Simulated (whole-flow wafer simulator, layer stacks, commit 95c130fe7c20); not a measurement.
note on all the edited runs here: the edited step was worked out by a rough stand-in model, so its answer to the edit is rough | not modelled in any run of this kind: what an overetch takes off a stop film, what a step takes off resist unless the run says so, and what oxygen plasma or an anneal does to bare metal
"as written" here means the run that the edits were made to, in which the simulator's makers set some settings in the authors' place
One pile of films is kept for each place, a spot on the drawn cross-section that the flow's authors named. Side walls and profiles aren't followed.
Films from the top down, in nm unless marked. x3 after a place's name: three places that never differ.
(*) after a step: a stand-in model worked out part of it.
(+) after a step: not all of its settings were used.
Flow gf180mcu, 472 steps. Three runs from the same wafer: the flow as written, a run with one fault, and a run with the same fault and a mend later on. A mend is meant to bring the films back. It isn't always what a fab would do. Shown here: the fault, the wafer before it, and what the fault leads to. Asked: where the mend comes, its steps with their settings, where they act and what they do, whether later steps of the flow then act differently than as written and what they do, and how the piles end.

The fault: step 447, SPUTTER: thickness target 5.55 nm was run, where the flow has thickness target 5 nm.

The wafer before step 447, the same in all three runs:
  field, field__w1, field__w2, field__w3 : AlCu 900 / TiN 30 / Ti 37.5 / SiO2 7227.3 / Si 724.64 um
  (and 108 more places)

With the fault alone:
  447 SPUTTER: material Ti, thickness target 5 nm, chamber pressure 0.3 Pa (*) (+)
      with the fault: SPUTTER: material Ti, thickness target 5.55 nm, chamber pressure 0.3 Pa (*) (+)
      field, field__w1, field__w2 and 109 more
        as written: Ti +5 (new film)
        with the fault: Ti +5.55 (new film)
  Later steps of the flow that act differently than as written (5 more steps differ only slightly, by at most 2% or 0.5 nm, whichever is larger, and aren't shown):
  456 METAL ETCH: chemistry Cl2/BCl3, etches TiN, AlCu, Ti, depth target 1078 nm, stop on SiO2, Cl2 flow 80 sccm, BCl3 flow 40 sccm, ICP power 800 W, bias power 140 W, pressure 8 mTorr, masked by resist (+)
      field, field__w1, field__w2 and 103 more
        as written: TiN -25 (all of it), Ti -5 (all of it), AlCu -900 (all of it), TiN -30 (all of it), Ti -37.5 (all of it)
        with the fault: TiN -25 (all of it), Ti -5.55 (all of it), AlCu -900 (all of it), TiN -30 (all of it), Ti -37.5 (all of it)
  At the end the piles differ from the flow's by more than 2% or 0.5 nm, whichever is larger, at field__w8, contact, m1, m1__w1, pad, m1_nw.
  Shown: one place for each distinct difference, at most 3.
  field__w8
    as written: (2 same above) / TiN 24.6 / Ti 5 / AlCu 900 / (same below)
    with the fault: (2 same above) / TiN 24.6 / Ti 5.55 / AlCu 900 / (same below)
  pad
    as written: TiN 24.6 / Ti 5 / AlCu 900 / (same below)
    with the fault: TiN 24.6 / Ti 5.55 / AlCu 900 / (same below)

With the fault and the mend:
  The mend comes after step 447.
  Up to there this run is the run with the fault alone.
  447a METAL ETCH: chemistry Cl2/BCl3, etches TiN, AlCu, Ti, depth target 0.55 nm, Cl2 flow 80 sccm, BCl3 flow 40 sccm, ICP power 800 W, bias power 140 W, pressure 8 mTorr (the flow's step 260 once more, with other settings)
      field, field__w1, field__w2 and 109 more
        Ti -0.55
  No later step of the flow acts differently than as written at any place that is followed.
  At the end the piles are the same as the flow's at every place that both follow.
